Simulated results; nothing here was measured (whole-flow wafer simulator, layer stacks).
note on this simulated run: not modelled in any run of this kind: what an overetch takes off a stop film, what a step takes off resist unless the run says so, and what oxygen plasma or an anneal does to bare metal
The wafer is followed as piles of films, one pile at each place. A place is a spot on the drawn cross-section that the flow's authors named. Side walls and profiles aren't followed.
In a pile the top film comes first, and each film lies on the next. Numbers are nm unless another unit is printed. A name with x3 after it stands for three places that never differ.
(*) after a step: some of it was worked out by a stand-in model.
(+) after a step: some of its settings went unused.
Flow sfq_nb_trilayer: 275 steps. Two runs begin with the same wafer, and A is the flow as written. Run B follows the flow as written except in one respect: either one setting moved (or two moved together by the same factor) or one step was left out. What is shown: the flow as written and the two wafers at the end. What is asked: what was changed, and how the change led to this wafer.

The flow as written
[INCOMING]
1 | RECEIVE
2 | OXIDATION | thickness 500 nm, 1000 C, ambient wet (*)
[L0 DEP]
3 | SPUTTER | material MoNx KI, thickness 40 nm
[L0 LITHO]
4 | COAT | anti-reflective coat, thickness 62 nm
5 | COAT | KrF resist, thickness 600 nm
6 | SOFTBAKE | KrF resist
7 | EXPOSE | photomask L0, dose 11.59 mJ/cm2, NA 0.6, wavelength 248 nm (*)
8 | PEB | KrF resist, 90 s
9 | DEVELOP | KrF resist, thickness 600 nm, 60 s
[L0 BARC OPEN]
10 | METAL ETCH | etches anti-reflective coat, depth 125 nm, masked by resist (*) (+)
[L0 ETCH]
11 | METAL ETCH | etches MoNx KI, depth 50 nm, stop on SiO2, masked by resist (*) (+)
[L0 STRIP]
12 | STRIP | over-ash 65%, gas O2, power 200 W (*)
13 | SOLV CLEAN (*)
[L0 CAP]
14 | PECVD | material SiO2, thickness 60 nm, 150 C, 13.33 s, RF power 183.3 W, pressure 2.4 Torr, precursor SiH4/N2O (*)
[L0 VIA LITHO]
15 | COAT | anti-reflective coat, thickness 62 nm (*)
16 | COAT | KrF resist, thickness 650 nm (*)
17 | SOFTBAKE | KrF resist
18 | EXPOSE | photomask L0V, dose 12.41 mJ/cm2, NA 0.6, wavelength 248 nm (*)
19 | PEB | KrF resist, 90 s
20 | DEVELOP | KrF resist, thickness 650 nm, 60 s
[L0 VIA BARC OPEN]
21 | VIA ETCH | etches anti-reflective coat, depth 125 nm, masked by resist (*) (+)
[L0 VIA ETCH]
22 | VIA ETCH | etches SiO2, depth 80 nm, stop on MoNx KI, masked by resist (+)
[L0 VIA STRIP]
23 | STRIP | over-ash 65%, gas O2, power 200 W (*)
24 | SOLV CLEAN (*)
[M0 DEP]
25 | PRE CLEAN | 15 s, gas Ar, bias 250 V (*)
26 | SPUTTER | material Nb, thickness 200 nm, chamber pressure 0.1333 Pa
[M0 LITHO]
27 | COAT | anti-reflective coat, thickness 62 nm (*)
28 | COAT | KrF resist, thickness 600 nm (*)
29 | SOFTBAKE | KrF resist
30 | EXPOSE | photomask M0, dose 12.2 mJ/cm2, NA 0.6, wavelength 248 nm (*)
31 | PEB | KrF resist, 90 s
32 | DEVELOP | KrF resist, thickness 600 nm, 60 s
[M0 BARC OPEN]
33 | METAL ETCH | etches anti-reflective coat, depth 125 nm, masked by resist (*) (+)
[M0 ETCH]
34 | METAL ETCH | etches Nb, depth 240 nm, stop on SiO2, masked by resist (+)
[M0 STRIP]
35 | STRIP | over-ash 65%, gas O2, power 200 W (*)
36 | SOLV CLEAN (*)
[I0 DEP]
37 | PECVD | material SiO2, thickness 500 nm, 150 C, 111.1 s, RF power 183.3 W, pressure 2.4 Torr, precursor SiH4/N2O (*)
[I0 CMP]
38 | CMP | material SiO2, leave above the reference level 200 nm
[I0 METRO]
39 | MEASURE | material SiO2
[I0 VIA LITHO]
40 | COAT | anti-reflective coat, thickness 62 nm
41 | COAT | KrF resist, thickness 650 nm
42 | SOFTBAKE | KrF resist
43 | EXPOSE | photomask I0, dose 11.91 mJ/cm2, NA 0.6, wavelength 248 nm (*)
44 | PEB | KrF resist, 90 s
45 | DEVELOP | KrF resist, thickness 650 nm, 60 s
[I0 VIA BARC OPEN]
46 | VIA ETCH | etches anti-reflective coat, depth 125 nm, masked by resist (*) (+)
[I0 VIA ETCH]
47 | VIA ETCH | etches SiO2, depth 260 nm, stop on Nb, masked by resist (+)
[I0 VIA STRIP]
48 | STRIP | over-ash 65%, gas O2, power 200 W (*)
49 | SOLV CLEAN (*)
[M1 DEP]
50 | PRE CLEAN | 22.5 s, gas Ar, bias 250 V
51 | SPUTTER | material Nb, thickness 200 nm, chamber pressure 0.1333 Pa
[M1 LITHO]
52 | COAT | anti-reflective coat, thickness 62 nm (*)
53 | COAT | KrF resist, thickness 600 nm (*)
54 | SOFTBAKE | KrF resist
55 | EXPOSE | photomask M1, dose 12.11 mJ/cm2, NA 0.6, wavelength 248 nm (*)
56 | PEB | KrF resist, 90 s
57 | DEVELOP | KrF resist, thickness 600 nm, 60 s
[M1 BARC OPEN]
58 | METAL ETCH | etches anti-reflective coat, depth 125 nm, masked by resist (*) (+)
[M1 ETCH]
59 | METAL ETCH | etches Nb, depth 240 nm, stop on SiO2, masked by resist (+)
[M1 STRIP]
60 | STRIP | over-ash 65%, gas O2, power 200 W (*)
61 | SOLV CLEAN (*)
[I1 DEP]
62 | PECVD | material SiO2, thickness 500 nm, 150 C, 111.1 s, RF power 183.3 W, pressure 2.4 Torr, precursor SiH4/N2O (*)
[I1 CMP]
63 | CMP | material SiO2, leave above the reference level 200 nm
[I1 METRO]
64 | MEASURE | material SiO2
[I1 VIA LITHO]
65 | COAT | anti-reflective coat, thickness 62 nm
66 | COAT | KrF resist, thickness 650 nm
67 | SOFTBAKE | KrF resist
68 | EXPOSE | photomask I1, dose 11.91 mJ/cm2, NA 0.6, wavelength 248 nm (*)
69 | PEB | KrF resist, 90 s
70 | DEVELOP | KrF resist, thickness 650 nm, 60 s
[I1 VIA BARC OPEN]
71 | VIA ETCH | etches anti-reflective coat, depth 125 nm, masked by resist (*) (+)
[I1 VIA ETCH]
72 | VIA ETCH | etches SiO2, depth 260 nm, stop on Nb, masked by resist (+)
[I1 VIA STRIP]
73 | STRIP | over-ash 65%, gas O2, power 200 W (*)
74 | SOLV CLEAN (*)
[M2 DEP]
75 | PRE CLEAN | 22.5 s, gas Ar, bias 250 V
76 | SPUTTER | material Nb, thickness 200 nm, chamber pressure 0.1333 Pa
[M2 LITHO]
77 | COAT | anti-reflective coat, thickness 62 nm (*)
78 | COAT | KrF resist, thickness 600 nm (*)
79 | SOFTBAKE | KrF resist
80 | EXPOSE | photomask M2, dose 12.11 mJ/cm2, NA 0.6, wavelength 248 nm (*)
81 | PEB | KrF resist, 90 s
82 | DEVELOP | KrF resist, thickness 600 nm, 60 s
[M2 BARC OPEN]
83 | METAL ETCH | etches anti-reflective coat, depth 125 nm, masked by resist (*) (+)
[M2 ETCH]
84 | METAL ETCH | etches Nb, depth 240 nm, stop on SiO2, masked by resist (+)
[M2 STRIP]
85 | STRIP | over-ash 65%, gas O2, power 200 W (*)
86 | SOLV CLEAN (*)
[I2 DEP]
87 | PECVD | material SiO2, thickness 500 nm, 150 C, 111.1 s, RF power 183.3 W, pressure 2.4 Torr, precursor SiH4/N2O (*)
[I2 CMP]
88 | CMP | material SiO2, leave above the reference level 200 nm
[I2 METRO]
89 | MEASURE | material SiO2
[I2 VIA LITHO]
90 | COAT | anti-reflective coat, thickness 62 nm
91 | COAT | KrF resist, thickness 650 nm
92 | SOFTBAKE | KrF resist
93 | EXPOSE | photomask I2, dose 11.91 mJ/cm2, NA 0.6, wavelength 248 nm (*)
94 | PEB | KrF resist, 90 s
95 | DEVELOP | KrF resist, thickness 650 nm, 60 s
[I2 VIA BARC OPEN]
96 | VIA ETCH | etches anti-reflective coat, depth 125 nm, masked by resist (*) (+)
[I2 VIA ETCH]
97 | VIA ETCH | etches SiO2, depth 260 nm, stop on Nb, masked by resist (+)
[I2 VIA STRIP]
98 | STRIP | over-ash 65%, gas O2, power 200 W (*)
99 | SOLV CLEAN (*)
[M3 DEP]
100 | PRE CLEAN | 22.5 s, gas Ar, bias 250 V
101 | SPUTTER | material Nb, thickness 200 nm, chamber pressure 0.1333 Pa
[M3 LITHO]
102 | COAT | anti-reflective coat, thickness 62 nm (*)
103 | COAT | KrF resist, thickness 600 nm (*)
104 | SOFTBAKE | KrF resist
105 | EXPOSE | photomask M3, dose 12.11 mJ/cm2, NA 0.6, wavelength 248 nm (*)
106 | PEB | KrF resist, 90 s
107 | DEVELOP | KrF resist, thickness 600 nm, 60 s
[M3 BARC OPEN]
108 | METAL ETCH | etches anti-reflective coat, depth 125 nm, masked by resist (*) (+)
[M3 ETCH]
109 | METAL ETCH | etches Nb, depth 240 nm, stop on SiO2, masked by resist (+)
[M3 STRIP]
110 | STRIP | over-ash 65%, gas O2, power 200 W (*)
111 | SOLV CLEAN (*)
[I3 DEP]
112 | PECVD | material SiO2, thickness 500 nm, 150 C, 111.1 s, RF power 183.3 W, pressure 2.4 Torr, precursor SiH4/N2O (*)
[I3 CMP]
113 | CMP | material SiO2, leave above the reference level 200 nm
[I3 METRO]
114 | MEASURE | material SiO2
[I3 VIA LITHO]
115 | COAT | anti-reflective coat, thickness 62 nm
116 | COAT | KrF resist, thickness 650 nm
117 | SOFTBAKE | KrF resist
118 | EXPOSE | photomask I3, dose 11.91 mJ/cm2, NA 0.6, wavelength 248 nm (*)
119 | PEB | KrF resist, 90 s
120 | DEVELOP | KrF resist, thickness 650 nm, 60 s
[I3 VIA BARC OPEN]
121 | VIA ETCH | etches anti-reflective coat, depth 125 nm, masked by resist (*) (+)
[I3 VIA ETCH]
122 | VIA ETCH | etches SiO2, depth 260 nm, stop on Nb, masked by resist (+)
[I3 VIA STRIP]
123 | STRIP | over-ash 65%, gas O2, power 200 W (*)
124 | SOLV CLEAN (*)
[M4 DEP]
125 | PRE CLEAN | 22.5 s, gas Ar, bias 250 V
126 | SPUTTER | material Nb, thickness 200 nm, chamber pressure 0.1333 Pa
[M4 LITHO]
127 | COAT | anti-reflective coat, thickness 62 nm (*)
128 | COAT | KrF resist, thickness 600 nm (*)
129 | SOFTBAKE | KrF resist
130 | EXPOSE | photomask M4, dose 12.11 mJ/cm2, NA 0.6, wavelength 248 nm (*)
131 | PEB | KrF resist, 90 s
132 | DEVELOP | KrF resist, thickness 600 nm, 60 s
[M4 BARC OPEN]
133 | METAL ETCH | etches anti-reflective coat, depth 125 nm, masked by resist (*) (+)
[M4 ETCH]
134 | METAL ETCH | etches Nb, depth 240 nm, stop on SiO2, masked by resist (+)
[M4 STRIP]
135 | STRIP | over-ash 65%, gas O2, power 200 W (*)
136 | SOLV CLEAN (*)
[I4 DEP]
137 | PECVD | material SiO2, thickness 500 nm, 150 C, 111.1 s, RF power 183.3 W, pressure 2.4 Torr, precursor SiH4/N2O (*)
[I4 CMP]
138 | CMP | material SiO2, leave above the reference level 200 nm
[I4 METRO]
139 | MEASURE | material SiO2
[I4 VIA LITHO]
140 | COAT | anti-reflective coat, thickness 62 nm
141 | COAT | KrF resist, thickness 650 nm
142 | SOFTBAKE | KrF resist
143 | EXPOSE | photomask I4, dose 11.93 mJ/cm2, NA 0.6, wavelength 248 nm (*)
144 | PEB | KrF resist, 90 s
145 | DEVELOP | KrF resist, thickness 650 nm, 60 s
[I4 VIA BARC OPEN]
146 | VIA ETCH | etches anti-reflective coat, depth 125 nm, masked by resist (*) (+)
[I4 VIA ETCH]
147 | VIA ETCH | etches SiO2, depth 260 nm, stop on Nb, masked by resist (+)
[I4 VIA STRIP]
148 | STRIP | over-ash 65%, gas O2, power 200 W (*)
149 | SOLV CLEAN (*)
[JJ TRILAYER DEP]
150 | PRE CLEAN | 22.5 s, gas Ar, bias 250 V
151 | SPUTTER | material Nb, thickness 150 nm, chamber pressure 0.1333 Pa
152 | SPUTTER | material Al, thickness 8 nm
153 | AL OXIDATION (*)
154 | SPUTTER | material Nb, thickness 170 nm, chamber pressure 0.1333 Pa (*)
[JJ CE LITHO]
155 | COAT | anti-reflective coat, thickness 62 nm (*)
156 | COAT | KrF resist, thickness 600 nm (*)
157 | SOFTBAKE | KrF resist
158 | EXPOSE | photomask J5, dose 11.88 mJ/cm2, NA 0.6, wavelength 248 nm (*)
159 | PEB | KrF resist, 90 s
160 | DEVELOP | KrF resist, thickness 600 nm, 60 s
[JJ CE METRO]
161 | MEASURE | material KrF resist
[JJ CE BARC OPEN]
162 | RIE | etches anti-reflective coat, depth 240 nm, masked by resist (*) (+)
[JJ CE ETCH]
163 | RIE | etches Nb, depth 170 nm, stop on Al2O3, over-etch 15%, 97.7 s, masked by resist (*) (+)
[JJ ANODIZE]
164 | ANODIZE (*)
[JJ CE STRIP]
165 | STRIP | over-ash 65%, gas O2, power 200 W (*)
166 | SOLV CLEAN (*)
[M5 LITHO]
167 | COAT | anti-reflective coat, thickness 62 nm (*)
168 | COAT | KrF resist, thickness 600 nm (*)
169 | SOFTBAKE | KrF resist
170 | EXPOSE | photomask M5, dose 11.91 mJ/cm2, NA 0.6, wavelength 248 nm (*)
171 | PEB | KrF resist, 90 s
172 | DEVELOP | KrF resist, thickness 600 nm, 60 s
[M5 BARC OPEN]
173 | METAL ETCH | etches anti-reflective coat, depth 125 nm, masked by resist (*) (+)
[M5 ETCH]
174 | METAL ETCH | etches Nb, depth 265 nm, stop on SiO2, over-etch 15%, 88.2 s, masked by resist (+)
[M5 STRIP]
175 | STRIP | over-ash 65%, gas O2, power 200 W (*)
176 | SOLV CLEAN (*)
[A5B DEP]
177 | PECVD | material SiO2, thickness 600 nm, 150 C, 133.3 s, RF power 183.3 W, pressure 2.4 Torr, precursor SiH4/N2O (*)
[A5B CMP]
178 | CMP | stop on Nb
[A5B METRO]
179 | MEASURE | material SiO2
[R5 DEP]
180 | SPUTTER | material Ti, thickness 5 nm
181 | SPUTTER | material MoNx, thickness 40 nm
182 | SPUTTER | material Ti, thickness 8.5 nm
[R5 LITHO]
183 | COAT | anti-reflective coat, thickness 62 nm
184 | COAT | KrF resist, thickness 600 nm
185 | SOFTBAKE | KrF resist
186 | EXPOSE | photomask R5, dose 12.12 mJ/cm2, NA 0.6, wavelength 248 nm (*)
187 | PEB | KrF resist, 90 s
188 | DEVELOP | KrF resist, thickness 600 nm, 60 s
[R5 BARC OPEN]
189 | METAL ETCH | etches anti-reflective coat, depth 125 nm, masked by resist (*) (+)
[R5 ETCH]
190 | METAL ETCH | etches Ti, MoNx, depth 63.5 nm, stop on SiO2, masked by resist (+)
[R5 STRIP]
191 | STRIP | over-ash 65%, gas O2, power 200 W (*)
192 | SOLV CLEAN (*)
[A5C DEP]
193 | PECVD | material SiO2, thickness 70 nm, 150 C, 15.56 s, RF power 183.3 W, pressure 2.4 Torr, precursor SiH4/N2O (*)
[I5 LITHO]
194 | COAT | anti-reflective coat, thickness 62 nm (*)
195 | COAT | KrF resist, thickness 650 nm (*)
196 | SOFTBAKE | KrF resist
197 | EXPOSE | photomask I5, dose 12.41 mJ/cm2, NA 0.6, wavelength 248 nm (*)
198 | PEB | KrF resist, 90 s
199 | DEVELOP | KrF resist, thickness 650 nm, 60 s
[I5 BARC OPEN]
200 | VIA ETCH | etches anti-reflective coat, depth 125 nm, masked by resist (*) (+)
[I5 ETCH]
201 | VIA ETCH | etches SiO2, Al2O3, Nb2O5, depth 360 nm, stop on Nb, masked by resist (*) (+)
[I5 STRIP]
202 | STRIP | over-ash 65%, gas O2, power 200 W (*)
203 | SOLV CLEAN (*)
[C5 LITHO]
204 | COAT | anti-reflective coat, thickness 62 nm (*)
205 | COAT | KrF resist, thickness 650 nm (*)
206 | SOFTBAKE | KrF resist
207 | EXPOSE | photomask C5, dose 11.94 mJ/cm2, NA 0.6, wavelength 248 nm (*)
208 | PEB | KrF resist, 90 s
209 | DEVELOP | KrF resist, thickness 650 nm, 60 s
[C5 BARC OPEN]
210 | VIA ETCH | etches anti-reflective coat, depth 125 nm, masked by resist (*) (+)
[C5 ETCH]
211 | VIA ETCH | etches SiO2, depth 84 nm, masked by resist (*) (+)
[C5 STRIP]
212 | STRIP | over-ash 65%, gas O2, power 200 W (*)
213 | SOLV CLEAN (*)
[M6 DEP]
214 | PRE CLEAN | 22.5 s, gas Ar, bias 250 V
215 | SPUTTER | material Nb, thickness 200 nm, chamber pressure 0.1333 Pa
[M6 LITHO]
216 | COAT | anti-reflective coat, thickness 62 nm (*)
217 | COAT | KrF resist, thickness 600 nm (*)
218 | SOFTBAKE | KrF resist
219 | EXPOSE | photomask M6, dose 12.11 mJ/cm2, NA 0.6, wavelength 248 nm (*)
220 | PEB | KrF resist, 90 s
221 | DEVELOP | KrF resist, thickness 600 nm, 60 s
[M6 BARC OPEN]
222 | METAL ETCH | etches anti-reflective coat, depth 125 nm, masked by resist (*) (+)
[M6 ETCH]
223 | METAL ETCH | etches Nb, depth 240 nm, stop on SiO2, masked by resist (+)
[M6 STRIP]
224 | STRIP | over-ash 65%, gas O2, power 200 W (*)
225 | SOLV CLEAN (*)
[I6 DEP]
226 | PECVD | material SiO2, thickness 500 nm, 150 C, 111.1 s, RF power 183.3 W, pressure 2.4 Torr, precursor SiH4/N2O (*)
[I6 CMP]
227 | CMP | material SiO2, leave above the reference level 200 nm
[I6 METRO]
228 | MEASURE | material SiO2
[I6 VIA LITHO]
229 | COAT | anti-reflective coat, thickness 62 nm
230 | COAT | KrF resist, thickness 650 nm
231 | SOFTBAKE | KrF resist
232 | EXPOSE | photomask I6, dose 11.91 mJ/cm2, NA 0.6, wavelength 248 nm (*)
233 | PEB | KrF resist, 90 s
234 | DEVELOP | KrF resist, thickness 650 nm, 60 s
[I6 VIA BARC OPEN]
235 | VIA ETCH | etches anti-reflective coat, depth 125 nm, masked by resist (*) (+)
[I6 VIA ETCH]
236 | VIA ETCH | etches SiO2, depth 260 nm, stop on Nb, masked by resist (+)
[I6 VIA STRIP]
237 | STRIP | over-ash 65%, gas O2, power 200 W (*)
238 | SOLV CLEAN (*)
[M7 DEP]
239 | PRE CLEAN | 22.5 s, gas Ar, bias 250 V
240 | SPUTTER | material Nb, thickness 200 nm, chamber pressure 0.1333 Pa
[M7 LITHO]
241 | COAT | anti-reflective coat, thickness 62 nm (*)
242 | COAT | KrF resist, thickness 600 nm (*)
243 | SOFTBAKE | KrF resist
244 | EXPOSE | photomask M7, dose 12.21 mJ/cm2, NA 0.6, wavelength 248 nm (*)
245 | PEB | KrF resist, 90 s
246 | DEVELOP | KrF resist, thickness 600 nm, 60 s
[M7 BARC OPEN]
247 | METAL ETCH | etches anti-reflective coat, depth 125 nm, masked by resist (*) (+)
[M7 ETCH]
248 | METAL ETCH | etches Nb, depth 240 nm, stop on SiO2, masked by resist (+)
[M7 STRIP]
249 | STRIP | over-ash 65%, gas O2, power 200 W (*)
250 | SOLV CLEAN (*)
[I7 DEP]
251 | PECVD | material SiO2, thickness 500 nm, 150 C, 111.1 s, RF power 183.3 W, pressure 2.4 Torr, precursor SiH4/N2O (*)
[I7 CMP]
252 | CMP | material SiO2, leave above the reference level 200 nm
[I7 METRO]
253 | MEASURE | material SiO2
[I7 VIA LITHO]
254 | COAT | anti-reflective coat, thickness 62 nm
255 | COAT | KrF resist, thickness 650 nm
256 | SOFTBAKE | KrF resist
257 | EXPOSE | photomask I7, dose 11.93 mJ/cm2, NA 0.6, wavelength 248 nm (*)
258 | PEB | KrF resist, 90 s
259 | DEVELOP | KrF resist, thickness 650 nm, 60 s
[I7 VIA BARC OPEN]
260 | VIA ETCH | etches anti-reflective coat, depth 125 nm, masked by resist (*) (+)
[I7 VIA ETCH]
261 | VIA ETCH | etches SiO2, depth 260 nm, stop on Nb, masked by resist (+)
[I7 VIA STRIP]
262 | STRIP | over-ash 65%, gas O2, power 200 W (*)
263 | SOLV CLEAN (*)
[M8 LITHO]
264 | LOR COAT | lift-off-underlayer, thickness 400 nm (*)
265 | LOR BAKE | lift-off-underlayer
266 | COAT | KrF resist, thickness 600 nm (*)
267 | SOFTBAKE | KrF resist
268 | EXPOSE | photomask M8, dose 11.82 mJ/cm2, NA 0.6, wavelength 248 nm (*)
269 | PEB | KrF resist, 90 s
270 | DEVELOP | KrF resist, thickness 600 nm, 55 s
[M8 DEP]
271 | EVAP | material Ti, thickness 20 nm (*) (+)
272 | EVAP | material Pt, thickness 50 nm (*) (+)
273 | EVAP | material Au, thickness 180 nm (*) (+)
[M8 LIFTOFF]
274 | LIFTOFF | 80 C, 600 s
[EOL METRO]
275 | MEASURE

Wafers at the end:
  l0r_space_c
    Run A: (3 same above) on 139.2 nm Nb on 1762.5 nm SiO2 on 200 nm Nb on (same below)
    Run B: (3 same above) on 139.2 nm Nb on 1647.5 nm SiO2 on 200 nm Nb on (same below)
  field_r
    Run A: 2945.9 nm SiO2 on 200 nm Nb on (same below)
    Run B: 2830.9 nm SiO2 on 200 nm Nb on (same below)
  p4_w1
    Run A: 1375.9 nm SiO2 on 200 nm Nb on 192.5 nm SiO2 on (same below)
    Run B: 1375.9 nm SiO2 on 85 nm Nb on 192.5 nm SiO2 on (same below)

What caused this: step 126, SPUTTER: thickness 85 nm was run, while the flow as written has thickness 200 nm.
The wafer itself shows it: p4_w1 has Nb 85, and step 126 as written asks for 200 nm.

The path from the change to this, step by step:
  126 | SPUTTER | material Nb, thickness 200 nm, chamber pressure 0.1333 Pa
      field_l, v_sur, via_wl and 102 more: A +200 Nb (new film) | B +85 Nb (new film)
      via_v: A +165.5 Nb | B +70 Nb
  127 | COAT | anti-reflective coat, thickness 62 nm (*)
      via_v: A +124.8 anti-reflective coat (new film) | B +119 anti-reflective coat (new film)
  134 | METAL ETCH | etches Nb, depth 240 nm, stop on SiO2, masked by resist (+)
      field_l, be, be_sur and 64 more: A -200 Nb (all of it) | B -85 Nb (all of it)
      v_sur, via_wl, via_w and 36 more: A -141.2 KrF resist | B -75 KrF resist
  135 | STRIP | over-ash 65%, gas O2, power 200 W (*)
      p4_fl, p4_fm, p4_w1 and 26 more: A -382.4 KrF resist (all of it), -62 anti-reflective coat (all of it) | B -448.6 KrF resist (all of it), -62 anti-reflective coat (all of it)
      lsp_m, ln_m6: A -381.9 KrF resist (all of it), -61.8 anti-reflective coat (all of it) | B -448.2 KrF resist (all of it), -61.8 anti-reflective coat (all of it)
      (as well as at 8 more places)
  137 | PECVD | material SiO2, thickness 500 nm, 150 C, 111.1 s, RF power 183.3 W, pressure 2.4 Torr, precursor SiH4/N2O (*)
      p3_s0, p3_s1, p3_s2, p3_s3, p3_s4, p3_s5: A +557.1 SiO2 | B +500 SiO2
      via_v: A +615 SiO2 (new film) | B +582.8 SiO2 (new film)
  138 | CMP | material SiO2, leave above the reference level 200 nm
      field_l, be, be_sur and 55 more: A -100 SiO2 | B -215 SiO2
      p3_s0, p3_s1, p3_s2, p3_s3, p3_s4, p3_s5: A -157.1 SiO2 | B -215 SiO2
      (as well as at 4 more places)
